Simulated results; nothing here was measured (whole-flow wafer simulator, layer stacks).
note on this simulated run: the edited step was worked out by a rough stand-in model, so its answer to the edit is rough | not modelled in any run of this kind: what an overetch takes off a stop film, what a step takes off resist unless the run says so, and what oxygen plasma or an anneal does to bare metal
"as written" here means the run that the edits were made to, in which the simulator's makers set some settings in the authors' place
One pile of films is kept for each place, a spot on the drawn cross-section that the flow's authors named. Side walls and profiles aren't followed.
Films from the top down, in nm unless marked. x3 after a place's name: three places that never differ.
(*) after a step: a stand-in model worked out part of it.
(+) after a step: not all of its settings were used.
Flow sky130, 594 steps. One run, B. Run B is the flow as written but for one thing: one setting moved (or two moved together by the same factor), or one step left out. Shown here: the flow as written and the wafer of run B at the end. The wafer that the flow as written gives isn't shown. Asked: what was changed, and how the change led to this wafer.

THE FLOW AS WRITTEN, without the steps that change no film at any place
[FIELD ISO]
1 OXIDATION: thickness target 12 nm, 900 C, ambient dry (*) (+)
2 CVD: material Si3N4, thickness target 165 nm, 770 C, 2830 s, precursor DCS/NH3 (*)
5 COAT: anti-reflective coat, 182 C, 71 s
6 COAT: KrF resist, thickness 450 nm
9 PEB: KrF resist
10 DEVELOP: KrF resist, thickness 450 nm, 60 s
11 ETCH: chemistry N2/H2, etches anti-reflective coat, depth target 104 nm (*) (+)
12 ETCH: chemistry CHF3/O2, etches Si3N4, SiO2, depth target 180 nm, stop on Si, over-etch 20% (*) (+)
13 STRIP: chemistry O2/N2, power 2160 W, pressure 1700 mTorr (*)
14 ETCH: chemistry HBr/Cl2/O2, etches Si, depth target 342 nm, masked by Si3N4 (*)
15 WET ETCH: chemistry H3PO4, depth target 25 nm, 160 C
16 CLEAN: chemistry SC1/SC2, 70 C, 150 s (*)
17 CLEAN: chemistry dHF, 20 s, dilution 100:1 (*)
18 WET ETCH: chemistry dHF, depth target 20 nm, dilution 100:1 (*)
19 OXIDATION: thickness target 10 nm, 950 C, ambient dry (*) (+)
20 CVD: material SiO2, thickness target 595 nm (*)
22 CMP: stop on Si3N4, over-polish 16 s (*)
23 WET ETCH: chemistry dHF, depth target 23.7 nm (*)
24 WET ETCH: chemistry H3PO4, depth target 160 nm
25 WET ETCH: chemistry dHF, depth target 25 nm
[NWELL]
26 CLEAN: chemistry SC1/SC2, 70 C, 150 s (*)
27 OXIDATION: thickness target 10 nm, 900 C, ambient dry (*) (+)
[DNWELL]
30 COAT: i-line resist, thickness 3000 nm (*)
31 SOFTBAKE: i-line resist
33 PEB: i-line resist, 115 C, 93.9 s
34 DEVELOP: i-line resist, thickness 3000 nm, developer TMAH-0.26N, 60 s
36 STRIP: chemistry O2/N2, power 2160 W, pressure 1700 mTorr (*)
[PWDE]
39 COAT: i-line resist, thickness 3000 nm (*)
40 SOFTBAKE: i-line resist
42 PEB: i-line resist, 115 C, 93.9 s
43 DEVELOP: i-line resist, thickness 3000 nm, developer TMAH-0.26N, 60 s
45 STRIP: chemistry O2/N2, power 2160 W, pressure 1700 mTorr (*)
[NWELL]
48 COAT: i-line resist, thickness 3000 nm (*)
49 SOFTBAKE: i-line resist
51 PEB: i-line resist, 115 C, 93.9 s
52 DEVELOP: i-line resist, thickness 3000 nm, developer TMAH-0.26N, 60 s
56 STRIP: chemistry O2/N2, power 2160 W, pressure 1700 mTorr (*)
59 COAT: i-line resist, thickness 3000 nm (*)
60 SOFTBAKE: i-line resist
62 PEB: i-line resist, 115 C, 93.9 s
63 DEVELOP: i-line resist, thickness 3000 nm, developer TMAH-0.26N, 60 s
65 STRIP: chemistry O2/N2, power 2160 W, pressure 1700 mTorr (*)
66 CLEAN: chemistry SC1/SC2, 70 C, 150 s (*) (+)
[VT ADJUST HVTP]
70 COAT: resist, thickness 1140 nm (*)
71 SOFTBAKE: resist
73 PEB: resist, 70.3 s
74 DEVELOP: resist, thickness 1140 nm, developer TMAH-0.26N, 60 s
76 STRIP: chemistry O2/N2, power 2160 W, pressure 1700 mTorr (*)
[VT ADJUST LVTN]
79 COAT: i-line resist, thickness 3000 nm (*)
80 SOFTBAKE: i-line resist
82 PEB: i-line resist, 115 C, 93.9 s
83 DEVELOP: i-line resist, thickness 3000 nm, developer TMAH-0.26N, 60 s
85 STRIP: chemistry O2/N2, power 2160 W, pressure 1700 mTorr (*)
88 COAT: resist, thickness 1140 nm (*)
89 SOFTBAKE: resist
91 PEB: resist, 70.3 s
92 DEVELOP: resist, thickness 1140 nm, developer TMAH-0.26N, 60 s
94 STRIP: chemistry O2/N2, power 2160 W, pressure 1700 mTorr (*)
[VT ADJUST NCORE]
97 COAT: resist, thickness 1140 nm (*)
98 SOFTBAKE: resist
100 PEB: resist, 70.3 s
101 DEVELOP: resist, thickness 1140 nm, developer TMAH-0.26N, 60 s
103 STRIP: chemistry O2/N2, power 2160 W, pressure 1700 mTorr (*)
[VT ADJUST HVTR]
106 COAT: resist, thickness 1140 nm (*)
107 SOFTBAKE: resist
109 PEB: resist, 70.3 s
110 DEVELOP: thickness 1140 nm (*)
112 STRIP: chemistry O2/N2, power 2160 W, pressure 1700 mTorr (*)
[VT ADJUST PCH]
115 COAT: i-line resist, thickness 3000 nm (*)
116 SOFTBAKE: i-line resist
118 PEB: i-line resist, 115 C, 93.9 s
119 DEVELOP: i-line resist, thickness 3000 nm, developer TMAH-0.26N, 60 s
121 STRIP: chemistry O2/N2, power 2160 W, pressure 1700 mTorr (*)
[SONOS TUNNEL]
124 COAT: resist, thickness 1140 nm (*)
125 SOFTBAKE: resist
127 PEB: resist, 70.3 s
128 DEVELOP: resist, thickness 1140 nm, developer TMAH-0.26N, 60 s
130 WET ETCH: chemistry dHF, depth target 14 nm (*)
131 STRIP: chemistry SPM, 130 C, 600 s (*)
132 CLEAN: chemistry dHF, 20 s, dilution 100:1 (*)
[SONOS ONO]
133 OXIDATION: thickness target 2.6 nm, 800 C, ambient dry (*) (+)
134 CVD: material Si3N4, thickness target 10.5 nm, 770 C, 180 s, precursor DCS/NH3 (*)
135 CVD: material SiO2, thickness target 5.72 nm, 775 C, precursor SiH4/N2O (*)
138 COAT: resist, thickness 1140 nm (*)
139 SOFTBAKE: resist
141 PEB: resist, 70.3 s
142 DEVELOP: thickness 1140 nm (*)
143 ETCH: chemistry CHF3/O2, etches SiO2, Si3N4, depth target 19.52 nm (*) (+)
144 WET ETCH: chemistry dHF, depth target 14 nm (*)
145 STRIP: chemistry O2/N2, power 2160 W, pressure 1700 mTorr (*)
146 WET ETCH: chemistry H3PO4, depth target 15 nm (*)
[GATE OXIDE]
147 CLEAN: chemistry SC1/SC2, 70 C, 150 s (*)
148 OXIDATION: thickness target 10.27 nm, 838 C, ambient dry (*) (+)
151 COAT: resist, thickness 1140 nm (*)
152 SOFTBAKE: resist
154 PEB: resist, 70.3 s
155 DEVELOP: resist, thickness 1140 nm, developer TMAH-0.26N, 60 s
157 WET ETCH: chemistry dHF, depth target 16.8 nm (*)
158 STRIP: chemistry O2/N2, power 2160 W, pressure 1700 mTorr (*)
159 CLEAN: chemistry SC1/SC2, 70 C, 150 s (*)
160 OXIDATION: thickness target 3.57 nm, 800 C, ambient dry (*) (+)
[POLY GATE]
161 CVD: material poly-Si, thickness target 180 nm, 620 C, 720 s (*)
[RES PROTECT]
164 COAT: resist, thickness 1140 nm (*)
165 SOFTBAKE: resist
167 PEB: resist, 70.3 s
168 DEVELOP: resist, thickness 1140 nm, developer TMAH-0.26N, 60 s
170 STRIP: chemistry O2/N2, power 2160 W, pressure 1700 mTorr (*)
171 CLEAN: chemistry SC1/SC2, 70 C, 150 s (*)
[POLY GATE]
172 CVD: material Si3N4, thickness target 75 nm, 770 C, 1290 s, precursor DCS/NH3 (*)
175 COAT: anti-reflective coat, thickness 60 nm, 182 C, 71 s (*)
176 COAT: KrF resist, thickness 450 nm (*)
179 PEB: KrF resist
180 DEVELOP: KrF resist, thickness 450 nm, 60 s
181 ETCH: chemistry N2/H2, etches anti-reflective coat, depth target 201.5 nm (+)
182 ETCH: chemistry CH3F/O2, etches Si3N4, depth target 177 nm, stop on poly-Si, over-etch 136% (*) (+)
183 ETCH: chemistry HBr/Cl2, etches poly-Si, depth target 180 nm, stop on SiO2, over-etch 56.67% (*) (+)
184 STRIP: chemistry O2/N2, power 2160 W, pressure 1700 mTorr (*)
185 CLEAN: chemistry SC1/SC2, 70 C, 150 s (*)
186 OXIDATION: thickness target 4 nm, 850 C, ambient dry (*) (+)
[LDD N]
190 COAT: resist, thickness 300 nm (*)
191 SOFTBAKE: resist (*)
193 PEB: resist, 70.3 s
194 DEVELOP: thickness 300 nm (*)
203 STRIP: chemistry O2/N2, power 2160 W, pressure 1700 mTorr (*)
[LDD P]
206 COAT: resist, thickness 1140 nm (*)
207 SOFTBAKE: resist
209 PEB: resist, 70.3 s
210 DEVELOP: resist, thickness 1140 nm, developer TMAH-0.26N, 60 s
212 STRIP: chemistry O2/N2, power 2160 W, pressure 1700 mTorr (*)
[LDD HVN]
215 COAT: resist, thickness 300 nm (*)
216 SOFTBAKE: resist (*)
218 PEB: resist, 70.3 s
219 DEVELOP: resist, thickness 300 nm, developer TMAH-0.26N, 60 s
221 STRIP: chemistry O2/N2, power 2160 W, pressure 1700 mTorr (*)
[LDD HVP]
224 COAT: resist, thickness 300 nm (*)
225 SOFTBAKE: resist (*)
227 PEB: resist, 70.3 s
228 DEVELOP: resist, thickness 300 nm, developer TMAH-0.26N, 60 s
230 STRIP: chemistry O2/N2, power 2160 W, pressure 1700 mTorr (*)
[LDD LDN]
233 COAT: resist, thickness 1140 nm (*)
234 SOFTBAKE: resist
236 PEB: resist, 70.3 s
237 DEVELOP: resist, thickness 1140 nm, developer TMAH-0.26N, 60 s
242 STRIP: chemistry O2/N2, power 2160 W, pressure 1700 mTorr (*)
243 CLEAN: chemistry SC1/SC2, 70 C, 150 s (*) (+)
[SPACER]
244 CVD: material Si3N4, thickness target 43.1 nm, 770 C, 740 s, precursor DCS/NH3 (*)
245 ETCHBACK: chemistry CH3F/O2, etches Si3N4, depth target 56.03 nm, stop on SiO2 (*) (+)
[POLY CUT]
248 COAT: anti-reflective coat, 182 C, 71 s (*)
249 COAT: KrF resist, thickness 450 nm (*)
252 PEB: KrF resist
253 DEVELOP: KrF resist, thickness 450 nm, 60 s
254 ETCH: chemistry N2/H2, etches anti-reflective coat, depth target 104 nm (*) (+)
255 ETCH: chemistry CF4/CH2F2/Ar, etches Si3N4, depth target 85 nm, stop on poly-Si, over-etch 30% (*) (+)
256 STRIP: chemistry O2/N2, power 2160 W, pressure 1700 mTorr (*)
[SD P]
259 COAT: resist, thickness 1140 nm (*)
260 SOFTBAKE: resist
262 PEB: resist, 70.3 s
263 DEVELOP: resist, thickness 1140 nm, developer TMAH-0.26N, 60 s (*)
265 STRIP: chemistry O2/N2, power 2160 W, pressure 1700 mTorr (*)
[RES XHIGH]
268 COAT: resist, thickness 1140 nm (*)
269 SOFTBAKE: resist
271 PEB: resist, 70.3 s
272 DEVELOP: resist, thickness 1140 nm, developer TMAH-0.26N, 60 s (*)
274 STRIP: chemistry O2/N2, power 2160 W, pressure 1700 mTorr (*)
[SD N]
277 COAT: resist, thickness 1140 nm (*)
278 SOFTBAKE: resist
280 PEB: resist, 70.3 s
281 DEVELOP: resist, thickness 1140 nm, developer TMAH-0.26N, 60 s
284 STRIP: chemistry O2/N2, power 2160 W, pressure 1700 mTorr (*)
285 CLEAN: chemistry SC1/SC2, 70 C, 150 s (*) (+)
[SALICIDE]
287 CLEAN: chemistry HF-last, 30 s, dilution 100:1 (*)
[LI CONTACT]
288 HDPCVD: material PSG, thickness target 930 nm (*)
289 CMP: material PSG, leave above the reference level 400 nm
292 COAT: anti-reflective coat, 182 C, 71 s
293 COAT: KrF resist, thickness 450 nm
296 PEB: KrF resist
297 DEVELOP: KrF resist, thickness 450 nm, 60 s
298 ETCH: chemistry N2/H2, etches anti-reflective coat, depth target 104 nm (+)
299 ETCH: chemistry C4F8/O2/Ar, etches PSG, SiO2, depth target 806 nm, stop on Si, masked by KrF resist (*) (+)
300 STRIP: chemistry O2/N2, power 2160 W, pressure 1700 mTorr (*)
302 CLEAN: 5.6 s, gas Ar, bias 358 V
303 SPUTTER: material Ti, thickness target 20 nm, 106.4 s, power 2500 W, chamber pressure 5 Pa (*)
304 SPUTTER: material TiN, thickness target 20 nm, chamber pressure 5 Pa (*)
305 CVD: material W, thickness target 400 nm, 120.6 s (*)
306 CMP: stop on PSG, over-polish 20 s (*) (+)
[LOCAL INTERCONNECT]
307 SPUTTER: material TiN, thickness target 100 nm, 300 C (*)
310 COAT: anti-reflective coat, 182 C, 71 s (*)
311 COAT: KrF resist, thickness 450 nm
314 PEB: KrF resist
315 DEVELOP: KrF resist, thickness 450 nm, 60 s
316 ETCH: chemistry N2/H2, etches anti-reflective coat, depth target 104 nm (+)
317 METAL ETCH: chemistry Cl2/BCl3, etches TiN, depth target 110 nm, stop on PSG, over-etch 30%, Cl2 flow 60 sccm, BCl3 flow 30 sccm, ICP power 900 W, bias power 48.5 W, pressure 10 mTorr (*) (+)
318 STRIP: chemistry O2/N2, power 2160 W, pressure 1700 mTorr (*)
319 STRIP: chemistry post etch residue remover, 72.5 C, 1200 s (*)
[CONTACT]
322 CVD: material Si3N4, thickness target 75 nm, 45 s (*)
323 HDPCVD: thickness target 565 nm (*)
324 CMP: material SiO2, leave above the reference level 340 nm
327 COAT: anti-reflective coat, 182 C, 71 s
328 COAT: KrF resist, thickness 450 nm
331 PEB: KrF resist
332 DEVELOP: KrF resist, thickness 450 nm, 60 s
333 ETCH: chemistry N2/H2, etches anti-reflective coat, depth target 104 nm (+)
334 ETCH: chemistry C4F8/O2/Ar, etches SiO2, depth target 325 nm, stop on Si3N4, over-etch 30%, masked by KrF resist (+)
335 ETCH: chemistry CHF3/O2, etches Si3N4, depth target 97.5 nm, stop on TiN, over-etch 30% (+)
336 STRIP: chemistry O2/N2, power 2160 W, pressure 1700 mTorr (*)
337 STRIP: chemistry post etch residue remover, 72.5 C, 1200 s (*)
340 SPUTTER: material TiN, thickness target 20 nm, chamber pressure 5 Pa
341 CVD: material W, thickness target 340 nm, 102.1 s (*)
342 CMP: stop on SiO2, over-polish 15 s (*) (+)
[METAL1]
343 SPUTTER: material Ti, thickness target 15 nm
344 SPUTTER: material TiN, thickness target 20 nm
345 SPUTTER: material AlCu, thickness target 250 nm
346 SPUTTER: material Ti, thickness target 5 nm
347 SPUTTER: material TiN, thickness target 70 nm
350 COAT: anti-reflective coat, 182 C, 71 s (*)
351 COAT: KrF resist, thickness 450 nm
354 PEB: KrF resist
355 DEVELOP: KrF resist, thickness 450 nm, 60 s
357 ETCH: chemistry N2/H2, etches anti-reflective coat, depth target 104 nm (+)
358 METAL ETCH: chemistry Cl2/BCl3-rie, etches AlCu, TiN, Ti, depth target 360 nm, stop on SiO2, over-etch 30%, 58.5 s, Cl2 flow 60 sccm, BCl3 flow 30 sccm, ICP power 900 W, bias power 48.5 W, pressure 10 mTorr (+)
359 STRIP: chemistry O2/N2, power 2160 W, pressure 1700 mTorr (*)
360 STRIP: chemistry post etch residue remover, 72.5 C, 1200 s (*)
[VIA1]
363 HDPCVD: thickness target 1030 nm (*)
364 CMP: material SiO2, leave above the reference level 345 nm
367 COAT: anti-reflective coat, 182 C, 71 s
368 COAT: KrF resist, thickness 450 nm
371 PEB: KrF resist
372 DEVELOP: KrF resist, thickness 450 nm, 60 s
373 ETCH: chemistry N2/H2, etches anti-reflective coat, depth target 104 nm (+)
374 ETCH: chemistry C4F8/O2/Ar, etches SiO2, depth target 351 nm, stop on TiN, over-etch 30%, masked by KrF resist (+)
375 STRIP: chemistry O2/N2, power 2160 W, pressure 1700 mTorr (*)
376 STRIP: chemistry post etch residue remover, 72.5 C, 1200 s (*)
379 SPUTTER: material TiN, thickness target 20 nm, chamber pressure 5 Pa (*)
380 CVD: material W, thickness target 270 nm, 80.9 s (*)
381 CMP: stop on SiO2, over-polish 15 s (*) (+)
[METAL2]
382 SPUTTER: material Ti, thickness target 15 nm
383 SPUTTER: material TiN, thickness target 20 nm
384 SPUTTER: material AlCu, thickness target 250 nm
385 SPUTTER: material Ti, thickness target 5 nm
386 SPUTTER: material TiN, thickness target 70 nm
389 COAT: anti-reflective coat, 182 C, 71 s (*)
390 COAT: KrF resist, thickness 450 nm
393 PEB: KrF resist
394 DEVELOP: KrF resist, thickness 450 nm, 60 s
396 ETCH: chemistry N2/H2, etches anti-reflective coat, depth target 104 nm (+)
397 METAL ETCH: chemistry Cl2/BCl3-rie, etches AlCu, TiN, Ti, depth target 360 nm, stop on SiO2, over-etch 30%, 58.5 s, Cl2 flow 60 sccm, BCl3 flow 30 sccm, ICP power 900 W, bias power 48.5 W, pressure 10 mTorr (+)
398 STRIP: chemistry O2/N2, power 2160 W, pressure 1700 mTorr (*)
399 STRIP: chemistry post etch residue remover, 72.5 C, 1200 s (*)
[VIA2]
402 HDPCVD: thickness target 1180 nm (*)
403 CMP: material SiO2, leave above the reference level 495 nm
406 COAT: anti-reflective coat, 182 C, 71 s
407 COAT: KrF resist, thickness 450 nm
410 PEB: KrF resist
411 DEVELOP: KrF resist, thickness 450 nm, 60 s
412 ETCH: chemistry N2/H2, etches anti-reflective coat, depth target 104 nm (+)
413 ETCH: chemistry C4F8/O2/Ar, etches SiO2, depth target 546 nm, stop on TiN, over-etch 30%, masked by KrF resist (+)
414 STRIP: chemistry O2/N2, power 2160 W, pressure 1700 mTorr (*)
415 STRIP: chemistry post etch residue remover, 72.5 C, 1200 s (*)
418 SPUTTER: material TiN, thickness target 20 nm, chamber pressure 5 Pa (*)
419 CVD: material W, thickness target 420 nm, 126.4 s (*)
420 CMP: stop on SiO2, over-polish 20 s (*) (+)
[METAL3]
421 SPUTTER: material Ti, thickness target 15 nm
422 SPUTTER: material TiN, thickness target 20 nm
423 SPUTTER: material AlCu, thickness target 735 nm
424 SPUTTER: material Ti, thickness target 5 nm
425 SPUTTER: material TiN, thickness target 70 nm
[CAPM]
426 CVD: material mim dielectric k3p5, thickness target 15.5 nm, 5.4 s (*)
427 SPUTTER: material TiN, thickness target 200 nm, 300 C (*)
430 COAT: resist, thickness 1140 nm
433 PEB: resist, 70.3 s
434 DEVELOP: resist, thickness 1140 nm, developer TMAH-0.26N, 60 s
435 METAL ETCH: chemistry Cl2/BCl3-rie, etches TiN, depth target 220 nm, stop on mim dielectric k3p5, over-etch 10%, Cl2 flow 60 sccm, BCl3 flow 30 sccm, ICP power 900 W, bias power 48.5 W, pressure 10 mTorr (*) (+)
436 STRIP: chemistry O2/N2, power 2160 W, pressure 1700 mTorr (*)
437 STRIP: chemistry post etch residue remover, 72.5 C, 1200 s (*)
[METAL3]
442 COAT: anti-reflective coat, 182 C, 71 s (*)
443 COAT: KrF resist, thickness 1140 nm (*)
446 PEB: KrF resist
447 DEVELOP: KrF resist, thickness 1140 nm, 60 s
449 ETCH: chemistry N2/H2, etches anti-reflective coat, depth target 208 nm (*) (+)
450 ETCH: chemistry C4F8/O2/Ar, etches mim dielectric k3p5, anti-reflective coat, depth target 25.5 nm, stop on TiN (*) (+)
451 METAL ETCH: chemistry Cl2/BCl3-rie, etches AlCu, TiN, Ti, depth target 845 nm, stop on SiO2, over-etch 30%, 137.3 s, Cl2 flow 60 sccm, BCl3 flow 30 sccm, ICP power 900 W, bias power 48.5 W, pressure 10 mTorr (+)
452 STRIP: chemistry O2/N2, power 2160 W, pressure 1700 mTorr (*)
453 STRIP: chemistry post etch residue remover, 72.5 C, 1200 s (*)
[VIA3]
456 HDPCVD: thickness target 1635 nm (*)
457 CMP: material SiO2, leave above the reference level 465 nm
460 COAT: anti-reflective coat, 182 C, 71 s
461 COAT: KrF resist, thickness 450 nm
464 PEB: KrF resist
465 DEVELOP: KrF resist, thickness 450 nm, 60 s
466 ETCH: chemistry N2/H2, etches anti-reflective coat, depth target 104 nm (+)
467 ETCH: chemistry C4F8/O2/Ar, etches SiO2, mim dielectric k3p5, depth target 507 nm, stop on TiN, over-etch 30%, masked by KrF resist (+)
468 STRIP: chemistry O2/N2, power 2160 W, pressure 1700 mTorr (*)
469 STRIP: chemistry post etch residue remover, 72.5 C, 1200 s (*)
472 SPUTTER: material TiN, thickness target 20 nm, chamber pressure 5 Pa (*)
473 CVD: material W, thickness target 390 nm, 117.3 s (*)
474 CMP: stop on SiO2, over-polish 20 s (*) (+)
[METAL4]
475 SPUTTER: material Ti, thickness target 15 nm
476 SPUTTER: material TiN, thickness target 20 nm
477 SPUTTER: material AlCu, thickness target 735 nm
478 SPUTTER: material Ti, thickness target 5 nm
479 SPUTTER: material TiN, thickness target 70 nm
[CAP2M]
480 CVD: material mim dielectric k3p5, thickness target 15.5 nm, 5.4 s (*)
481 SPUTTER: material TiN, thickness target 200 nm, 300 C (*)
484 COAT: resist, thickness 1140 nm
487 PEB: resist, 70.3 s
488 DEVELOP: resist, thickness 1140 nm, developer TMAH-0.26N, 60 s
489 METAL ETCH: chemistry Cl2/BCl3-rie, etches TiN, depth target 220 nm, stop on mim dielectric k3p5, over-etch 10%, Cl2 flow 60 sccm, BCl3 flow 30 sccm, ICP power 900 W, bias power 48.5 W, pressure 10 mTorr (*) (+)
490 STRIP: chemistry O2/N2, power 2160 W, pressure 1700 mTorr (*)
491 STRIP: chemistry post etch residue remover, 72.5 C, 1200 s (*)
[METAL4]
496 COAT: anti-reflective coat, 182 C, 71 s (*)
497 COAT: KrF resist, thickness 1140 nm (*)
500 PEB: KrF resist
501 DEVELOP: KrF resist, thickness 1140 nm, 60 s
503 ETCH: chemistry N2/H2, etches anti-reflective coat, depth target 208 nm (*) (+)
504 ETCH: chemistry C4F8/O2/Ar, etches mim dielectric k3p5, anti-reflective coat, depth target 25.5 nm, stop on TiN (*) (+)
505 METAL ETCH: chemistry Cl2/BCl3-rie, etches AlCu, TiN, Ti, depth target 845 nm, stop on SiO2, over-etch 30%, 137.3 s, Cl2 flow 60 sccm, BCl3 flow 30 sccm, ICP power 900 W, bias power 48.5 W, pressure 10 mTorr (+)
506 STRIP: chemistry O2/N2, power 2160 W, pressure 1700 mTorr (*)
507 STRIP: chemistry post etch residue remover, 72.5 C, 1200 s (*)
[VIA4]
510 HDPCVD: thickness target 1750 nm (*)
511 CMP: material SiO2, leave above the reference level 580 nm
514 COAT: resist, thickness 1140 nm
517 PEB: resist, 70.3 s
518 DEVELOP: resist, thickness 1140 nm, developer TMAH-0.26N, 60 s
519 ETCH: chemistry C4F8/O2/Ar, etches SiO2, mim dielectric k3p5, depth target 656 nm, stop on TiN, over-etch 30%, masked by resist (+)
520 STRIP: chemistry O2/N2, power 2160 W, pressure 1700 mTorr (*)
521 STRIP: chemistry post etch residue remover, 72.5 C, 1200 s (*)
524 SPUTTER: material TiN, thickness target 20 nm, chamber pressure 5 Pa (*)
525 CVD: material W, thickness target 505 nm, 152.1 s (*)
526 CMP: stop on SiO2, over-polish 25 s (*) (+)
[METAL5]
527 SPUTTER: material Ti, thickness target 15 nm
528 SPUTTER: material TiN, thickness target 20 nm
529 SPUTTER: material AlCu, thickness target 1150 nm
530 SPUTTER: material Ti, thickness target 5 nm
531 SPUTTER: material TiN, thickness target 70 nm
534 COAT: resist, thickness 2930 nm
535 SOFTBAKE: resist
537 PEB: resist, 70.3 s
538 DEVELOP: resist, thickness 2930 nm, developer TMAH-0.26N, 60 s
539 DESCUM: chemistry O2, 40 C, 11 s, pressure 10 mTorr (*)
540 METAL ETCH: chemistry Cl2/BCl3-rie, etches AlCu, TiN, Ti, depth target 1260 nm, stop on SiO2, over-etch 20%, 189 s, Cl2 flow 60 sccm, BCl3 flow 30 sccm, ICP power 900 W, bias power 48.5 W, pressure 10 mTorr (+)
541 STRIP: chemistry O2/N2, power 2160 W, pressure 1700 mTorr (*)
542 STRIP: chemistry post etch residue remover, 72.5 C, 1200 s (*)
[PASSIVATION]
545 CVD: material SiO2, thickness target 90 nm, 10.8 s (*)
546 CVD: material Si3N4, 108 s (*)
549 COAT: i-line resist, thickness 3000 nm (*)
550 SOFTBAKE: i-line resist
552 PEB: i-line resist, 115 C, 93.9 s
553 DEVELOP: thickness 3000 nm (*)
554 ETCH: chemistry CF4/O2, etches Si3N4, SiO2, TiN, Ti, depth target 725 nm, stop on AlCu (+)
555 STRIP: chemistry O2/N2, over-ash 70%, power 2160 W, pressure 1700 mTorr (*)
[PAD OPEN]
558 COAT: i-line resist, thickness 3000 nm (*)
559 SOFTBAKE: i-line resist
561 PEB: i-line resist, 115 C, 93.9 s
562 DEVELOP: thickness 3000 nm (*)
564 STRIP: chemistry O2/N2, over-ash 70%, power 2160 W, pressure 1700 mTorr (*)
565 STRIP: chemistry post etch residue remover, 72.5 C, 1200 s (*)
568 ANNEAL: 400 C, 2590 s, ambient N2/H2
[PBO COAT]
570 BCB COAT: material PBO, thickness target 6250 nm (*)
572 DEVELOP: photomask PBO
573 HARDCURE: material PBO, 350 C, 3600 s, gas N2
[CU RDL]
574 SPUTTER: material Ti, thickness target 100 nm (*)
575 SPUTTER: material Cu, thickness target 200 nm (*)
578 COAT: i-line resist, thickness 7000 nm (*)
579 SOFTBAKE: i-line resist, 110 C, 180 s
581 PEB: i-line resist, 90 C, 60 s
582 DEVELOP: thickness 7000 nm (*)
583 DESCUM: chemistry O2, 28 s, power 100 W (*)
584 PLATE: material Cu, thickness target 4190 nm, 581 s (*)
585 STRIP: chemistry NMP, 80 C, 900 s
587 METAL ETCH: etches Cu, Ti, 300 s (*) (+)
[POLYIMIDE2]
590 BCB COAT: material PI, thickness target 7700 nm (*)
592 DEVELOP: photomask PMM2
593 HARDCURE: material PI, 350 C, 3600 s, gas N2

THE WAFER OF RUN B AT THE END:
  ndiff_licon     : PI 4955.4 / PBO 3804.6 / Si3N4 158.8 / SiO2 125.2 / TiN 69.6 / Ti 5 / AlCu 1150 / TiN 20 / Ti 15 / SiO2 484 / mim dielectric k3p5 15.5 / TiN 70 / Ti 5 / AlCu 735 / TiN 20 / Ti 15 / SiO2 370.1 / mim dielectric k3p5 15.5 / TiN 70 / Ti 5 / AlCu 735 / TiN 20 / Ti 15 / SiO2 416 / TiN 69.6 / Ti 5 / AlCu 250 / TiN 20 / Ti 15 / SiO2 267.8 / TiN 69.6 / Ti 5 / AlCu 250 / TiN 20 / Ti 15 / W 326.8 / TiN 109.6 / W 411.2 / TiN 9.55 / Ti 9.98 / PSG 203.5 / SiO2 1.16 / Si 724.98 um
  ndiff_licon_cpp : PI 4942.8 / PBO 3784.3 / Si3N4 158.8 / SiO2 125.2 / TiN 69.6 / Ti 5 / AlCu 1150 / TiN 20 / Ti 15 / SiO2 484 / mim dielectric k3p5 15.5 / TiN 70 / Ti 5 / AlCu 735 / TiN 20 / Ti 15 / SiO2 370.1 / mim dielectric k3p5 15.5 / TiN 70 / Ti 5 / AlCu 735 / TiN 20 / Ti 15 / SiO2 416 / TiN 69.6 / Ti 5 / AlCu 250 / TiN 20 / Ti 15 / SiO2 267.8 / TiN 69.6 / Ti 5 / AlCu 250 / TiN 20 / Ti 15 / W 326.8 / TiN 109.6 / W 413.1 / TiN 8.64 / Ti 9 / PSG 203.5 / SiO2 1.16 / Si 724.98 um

The cause: step 299, ETCH: depth target 435 nm was run, where the flow has depth target 806 nm.

How the change led to this, step by step:
  299 ETCH: chemistry C4F8/O2/Ar, etches PSG, SiO2, depth target 806 nm, stop on Si, masked by KrF resist (*) (+)
      contact, ndiff_licon, ndiff_licon_cpp: PSG -435 (as written it would be: PSG -643.6 (all of it), SiO2 -1.16 (all of it))
      field, active, n_well and 184 more: KrF resist -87 (as written it would be: KrF resist -161.2)
  300 STRIP: chemistry O2/N2, power 2160 W, pressure 1700 mTorr (*)
      contact, ndiff_licon, ndiff_licon_cpp: nothing (as written it would be: chemical SiO2 +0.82 (new film), Si -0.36)
      field, active, n_well and 184 more: KrF resist -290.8 (all of it), anti-reflective coat -80 (all of it) (as written it would be: KrF resist -216.6 (all of it), anti-reflective coat -80 (all of it))
  302 CLEAN: 5.6 s, gas Ar, bias 358 V
      contact, ndiff_licon, ndiff_licon_cpp: PSG -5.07 (as written it would be: chemical SiO2 -0.82 (all of it))
  303 SPUTTER: material Ti, thickness target 20 nm, 106.4 s, power 2500 W, chamber pressure 5 Pa (*)
      ndiff_licon: Ti +9.98 (new film) (as written it would be: Ti +7.24 (new film))
      ndiff_licon_cpp: Ti +9 (new film) (as written it would be: Ti +6.53 (new film))
  304 SPUTTER: material TiN, thickness target 20 nm, chamber pressure 5 Pa (*)
      ndiff_licon: TiN +9.55 (new film) (as written it would be: TiN +6.83 (new film))
      ndiff_licon_cpp: TiN +8.64 (new film) (as written it would be: TiN +6.17 (new film))
  305 CVD: material W, thickness target 400 nm, 120.6 s (*)
      ndiff_licon: W +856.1 (new film) (as written it would be: W +1066.5 (new film))
      ndiff_licon_cpp: W +858 (new film) (as written it would be: W +1067.9 (new film))
  568 ANNEAL: 400 C, 2590 s, ambient N2/H2
      ndiff_licon, ndiff_licon_cpp: nothing (as written it would be: under 37 films: void +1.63 (new film), Ti -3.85, TiSi first +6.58 (new film), Si -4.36)
Counting metal films that touch as one body, ndiff_licon has 5 bodies (between them, from the top down: SiO2 484 / mim dielectric k3p5 15.5; SiO2 370.1 / mim dielectric k3p5 15.5; SiO2 416; SiO2 267.8); the flow as written gives 6 bodies (between them, from the top down: SiO2 484 / mim dielectric k3p5 15.5; SiO2 370.1 / mim dielectric k3p5 15.5; SiO2 416; SiO2 267.8; void 1.78).
Counting metal films that touch as one body, ndiff_licon_cpp has 5 bodies (between them, from the top down: SiO2 484 / mim dielectric k3p5 15.5; SiO2 370.1 / mim dielectric k3p5 15.5; SiO2 416; SiO2 267.8); the flow as written gives 6 bodies (between them, from the top down: SiO2 484 / mim dielectric k3p5 15.5; SiO2 370.1 / mim dielectric k3p5 15.5; SiO2 416; SiO2 267.8; void 1.78).
